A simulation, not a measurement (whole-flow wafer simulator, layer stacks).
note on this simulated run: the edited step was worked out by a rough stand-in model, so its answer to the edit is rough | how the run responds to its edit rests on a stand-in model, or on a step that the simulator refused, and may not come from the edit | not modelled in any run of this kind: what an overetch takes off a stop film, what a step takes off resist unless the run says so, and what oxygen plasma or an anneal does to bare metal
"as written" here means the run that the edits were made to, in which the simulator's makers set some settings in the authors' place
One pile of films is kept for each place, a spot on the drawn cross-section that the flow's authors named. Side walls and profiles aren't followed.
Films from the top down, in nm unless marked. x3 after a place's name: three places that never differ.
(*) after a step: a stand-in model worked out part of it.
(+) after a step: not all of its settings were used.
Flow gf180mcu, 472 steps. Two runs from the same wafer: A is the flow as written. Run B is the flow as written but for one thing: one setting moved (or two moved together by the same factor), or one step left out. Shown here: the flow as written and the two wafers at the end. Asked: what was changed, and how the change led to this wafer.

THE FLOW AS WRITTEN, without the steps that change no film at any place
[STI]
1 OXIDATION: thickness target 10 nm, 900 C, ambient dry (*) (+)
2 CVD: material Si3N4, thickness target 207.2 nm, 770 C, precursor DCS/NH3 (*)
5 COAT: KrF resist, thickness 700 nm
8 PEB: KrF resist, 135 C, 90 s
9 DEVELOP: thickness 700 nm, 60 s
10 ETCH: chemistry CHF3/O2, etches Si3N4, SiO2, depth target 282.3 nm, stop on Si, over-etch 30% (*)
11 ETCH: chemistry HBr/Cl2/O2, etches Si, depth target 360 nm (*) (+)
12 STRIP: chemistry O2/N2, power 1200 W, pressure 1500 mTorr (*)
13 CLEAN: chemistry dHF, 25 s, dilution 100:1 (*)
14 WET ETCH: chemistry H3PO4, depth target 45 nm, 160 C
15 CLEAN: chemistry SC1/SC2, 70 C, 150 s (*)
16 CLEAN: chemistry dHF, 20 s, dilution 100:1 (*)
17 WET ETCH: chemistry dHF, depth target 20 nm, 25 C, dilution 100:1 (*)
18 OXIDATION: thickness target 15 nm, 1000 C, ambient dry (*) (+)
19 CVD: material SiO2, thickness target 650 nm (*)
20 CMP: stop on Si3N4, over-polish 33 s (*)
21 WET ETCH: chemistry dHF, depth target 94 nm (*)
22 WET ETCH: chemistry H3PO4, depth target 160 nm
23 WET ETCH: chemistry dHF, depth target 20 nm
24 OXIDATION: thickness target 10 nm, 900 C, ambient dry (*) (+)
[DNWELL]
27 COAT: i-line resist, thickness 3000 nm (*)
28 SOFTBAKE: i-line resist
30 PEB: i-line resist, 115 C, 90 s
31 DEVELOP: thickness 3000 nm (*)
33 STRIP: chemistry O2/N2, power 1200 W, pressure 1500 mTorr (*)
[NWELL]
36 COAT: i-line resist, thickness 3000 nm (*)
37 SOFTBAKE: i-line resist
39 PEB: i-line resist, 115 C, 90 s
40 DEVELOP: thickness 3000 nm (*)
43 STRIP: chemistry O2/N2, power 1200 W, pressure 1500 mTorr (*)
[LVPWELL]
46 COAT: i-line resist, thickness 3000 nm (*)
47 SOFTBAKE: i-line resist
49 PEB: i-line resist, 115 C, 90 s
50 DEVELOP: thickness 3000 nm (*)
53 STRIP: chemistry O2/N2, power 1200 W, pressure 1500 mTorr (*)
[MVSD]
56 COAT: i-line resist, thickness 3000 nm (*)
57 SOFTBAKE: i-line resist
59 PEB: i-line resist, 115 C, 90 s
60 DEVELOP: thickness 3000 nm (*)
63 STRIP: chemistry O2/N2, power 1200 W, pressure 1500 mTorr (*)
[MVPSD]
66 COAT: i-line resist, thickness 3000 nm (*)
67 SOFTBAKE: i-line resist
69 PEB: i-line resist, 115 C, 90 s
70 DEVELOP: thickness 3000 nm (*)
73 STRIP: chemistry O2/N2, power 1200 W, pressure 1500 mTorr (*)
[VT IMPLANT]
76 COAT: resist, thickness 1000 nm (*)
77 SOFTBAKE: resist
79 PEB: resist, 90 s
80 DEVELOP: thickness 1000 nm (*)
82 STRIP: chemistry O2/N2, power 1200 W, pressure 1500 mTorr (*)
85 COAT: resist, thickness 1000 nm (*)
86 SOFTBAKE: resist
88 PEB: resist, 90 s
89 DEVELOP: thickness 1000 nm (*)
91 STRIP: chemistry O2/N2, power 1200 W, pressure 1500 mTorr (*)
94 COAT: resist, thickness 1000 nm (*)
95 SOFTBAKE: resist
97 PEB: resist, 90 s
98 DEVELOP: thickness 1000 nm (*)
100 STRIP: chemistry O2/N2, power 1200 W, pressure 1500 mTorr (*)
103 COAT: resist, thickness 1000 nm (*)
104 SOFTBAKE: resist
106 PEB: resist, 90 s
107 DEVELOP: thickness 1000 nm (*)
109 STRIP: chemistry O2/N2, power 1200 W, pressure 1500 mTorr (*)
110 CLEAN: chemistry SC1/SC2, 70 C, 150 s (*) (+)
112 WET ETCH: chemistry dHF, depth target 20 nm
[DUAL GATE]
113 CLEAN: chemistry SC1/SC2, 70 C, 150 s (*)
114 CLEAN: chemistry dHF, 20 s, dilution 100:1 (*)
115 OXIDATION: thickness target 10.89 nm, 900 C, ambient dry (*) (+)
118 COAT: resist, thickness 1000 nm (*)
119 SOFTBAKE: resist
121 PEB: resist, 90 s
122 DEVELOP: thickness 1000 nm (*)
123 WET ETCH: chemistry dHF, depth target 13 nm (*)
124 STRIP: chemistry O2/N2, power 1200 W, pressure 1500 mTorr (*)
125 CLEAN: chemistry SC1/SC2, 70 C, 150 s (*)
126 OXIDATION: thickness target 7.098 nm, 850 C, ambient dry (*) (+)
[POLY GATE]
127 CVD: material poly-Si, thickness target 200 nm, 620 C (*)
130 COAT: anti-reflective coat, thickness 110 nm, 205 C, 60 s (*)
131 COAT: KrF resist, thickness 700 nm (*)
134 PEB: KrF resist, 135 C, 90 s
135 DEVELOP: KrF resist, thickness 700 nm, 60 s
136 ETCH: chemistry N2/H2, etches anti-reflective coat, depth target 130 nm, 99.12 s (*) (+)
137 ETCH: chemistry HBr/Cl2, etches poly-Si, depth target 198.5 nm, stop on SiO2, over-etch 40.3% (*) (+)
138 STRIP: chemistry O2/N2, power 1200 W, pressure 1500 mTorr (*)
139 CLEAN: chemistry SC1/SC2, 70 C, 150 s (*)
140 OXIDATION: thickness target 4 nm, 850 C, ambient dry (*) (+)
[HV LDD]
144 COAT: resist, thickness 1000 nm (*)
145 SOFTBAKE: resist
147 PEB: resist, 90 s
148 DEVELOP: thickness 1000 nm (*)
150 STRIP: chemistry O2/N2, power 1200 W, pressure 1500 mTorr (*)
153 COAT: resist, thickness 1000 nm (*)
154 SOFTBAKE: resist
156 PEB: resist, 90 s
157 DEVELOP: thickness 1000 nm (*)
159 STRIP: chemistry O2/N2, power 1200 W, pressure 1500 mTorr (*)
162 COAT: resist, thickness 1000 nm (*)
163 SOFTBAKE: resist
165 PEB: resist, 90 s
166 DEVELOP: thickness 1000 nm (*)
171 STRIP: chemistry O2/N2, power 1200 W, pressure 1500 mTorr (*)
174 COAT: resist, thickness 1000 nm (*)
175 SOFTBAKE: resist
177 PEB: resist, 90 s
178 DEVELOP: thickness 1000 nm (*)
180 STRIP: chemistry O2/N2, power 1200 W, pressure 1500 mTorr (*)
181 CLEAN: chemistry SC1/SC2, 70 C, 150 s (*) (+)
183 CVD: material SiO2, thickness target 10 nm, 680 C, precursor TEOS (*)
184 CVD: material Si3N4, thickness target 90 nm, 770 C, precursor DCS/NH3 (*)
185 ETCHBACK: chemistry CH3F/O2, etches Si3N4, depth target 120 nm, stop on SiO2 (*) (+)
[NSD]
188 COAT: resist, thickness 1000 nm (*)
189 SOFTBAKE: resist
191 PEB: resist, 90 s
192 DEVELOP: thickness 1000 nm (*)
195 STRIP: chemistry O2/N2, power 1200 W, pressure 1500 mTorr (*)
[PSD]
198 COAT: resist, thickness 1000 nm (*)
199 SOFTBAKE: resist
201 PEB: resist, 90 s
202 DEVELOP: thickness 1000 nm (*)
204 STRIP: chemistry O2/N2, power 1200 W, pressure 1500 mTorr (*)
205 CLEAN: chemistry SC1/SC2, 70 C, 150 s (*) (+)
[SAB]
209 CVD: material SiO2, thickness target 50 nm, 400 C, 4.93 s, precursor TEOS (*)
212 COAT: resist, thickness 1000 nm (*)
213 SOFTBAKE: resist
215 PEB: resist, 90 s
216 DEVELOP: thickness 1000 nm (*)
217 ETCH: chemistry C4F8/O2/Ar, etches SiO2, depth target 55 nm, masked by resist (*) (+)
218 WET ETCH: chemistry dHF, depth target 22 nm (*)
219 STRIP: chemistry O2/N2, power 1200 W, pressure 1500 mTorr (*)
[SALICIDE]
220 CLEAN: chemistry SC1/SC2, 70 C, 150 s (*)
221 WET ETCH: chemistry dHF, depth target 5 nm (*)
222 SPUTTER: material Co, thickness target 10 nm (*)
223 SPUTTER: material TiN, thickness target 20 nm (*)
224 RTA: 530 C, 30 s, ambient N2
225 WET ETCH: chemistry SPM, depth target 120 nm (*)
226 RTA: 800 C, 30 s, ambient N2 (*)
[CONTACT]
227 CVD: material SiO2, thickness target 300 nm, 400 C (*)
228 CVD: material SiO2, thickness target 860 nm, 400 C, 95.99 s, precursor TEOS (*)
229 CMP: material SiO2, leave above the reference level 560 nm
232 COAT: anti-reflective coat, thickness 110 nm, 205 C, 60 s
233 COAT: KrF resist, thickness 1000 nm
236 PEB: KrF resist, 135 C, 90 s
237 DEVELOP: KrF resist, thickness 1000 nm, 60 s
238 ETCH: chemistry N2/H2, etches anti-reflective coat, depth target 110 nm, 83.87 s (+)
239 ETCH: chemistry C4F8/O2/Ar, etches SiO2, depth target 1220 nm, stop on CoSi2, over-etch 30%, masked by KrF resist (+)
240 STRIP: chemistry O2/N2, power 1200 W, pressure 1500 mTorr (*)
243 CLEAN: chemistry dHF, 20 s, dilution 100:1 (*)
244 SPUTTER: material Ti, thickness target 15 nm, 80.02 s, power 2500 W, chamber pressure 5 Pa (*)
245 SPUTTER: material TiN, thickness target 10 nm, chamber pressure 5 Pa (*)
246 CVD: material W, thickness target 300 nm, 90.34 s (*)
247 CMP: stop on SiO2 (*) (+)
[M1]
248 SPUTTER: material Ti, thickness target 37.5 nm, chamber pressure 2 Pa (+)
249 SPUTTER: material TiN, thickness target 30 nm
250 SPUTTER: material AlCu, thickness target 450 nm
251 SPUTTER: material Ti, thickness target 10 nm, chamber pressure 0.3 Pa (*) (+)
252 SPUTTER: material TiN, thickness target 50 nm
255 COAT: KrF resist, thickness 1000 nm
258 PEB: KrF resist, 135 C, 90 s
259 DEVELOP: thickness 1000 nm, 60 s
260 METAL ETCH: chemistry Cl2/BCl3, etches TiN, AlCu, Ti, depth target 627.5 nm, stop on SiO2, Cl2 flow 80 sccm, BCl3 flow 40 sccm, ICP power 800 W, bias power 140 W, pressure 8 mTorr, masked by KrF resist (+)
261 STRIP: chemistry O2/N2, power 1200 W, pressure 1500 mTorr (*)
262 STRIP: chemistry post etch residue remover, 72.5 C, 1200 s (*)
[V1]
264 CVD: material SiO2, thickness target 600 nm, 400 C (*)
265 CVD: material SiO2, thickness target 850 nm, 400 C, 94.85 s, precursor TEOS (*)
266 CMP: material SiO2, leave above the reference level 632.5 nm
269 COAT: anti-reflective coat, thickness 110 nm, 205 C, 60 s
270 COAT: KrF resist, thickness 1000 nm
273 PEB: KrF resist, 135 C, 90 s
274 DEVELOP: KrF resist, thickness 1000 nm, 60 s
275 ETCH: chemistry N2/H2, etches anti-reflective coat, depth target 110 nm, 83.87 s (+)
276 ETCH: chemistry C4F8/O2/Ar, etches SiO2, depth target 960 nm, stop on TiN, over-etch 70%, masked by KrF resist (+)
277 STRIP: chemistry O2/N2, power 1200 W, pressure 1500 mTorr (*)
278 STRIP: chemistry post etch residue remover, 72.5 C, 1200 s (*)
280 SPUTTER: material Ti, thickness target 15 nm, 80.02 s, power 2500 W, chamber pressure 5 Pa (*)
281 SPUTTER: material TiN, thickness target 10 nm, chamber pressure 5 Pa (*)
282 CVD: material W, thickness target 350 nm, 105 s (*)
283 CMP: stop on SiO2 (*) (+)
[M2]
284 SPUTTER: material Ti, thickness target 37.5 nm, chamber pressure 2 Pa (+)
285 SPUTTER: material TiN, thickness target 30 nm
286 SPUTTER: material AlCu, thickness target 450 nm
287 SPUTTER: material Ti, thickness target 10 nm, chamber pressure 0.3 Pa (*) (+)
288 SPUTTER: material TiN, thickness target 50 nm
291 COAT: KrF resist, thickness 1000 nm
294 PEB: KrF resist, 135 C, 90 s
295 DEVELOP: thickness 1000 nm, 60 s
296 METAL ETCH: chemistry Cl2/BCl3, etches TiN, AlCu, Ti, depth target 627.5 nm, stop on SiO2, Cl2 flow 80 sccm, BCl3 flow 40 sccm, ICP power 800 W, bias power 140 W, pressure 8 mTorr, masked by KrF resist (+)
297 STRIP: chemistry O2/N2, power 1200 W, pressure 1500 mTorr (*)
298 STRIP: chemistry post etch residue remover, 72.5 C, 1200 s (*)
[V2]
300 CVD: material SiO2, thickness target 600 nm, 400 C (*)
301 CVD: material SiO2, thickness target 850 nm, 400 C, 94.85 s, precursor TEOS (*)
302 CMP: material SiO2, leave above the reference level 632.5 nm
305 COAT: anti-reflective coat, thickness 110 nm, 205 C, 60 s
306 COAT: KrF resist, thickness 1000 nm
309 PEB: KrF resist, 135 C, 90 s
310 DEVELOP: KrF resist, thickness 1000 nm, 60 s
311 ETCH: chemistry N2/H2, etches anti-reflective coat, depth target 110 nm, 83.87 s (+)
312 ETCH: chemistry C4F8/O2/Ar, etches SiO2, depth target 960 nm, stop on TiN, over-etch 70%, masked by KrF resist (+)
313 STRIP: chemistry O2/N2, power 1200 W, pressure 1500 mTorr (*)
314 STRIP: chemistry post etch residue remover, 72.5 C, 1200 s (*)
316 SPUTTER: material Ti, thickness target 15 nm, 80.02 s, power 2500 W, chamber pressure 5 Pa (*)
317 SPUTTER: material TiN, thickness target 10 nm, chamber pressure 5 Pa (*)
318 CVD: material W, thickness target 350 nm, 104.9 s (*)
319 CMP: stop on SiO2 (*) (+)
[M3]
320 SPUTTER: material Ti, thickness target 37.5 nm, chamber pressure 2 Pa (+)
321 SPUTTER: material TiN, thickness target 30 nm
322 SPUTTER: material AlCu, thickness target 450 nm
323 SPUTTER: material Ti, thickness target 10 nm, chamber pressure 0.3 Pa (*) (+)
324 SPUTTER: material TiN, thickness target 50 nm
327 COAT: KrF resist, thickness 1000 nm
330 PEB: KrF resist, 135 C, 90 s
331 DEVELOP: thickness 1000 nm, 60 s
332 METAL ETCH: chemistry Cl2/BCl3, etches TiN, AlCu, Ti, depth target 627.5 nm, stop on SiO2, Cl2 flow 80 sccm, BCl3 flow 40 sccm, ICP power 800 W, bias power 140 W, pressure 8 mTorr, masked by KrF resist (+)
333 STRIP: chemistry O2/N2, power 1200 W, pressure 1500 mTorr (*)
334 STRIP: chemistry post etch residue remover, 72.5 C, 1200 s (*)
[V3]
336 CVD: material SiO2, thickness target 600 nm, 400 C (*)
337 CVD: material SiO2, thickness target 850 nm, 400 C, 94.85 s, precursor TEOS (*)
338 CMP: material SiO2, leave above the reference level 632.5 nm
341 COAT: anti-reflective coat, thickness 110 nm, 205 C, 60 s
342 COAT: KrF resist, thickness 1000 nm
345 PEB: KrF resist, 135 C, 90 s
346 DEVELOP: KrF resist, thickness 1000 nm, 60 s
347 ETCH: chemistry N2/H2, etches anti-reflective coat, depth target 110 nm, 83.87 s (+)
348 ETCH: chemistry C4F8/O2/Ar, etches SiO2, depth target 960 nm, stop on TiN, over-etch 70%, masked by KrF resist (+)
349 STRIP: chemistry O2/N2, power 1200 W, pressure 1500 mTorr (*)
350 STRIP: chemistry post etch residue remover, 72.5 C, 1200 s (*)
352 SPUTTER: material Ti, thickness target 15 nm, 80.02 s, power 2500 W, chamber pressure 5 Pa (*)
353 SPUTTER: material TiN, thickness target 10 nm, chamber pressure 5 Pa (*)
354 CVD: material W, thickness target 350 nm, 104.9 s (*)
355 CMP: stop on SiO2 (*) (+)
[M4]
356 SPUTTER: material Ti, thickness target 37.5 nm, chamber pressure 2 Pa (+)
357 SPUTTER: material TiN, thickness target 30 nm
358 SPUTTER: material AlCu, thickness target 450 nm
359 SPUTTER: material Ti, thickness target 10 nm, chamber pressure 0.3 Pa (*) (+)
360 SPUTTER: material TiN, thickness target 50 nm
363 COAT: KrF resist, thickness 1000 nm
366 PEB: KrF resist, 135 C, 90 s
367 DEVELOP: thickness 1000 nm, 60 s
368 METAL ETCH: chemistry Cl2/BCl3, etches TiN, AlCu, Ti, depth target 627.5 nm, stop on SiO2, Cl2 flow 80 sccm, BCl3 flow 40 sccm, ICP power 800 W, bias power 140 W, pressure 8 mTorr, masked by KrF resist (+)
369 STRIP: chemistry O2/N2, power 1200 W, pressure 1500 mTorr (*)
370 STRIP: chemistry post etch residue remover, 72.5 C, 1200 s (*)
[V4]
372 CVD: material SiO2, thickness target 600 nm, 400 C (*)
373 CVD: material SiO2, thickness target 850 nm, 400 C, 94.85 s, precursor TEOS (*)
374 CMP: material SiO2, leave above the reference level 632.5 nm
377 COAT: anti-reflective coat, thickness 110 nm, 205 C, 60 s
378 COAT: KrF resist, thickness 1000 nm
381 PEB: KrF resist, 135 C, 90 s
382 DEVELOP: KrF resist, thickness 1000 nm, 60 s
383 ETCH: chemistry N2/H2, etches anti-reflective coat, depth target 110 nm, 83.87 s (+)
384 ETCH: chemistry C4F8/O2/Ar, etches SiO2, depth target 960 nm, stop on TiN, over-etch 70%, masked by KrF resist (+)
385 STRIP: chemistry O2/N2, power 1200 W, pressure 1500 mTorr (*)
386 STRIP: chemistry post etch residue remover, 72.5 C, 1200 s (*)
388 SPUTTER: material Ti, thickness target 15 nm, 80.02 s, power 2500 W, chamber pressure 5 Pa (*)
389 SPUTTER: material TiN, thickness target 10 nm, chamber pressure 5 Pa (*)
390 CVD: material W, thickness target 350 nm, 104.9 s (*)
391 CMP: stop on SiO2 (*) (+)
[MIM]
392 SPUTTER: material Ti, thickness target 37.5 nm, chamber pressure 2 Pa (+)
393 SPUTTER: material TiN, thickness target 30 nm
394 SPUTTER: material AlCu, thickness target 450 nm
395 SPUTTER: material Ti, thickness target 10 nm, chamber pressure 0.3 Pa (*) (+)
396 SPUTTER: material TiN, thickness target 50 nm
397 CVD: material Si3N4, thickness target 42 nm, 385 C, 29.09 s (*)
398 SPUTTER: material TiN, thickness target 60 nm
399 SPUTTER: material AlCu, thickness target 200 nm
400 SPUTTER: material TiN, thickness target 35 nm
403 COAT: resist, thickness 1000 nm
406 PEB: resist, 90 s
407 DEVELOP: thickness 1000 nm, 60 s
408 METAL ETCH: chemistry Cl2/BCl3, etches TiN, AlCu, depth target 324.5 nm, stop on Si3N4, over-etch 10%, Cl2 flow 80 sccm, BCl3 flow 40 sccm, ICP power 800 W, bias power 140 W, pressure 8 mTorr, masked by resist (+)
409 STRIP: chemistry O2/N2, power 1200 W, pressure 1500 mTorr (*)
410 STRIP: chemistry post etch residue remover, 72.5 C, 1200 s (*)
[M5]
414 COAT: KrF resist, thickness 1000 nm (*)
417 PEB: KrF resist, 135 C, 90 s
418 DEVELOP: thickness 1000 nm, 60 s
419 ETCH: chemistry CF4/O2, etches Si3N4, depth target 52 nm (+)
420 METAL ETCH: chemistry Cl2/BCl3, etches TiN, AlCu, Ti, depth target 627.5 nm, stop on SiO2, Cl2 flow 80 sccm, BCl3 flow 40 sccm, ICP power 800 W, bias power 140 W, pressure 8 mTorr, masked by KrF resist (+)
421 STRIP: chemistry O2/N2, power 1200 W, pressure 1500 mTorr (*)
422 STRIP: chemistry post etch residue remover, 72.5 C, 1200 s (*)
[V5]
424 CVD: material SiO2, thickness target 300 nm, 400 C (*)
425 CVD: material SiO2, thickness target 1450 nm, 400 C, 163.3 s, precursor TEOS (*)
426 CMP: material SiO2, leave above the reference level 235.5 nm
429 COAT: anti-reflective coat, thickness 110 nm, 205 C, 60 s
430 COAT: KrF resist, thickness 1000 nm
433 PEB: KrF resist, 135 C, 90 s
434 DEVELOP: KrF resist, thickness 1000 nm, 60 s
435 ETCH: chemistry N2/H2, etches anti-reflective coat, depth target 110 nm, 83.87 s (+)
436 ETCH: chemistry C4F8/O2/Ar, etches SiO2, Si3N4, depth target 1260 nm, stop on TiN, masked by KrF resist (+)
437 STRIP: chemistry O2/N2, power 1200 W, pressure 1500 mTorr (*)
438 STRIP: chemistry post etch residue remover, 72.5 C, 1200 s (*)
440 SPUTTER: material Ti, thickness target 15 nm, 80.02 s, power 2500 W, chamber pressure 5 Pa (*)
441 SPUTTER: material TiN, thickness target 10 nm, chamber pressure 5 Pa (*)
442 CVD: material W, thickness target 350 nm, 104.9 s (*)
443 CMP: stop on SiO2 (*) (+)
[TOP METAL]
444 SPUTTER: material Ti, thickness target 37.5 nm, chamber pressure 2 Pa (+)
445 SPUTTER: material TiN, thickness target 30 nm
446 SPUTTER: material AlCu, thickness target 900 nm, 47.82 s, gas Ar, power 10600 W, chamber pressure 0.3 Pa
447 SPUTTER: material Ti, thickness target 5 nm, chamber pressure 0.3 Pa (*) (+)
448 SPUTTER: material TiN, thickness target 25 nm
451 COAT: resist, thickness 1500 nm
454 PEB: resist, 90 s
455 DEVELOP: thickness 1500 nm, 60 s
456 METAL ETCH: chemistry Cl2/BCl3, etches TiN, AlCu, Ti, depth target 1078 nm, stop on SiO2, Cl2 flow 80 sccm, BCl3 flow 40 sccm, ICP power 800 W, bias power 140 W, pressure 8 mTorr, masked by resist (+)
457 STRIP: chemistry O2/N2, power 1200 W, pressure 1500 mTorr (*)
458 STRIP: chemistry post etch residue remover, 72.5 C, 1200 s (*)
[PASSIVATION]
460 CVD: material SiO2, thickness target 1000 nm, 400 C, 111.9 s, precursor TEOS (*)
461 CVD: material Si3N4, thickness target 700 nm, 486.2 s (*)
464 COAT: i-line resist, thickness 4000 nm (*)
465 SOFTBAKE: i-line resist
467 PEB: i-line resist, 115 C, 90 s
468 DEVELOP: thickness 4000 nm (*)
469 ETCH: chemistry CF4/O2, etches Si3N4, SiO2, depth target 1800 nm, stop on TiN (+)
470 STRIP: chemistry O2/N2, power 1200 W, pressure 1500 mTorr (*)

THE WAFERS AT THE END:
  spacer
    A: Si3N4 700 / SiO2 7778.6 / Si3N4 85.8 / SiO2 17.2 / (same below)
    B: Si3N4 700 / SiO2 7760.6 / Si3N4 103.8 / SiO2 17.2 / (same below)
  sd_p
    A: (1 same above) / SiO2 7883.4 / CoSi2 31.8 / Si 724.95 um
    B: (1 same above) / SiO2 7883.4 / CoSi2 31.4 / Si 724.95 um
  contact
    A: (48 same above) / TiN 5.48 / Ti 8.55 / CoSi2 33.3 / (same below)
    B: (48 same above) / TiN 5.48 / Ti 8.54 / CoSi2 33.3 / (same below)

The cause: step 184, CVD: thickness target 108 nm was run, where the flow has thickness target 90 nm.

How the change led to this, step by step:
  184 CVD: material Si3N4, thickness target 90 nm, 770 C, precursor DCS/NH3 (*)
      field, field__w1, field__w2 and 101 more: A Si3N4 +90 (new film) | B Si3N4 +108 (new film)
  185 ETCHBACK: chemistry CH3F/O2, etches Si3N4, depth target 120 nm, stop on SiO2 (*) (+)
      field, field__w1, field__w2 and 100 more: A Si3N4 -90 (all of it), SiO2 -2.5 | B Si3N4 -108 (all of it), SiO2 -1
  189 SOFTBAKE: resist
      field__w9: A resist +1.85 | B resist -1.03
      nw_enc_fld_lv__w3: A resist +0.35 | B resist -0.58
  199 SOFTBAKE: resist
      field__w9: A resist +1.85 | B resist -1.03
      nw_enc_fld_lv__w3: A resist +0.35 | B resist -0.58
  209 CVD: material SiO2, thickness target 50 nm, 400 C, 4.93 s, precursor TEOS (*)
      ld_drift_p: A SiO2 +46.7 | B SiO2 +45.5
      ld_drn_p: A SiO2 +46 | B SiO2 +44.8
  213 SOFTBAKE: resist
      field_sub__w2: A resist +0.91 | B resist +2.76
  218 WET ETCH: chemistry dHF, depth target 22 nm (*)
      gate, gate_hv, gate_p and 23 more: A SiO2 -5.48 (all of it) | B SiO2 -6.98 (all of it)
      active, p_well, sd_n, iso_ptap_pw, iso_ntap_nw, iso_ptap_sub, vpnp_e: A SiO2 -9.01 (all of it) | B SiO2 -10.5 (all of it)
      (and at 15 more places)
  223 SPUTTER: material TiN, thickness target 20 nm (*)
      field__w2: A TiN +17 (new film) | B TiN +16.1 (new film)
      field__w3: A TiN +15.7 (new film) | B TiN +14.6 (new film)
      (and at 2 more places)
  224 RTA: 530 C, 30 s, ambient N2
      ld_drn_p: A under 1 film: CoSi +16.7 (new film), Co -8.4 (all of it), Si -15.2 | B under 1 film: CoSi +16 (new film), Co -8.04 (all of it), Si -14.6
  225 WET ETCH: chemistry SPM, depth target 120 nm (*)
      field__w2: A TiN -17 (all of it), Co -8.65 (all of it) | B TiN -16.1 (all of it), Co -8.32 (all of it)
      field__w3: A TiN -15.7 (all of it), Co -8.06 (all of it) | B TiN -14.6 (all of it), Co -7.6 (all of it)
      (and at 2 more places)
  226 RTA: 800 C, 30 s, ambient N2 (*)
      ld_sd_n: A CoSi2 +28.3 (new film), CoSi -16.1 (all of it), Si -14.7 | B CoSi2 +27.7 (new film), CoSi -15.8 (all of it), Si -14.4
      ld_drn_n: A CoSi2 +31.5 (new film), CoSi -17.9 (all of it), Si -16.4 | B CoSi2 +30.8 (new film), CoSi -17.5 (all of it), Si -16
      (and at 2 more places)
  229 CMP: material SiO2, leave above the reference level 560 nm
      spacer: A SiO2 -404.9 | B SiO2 -422.9
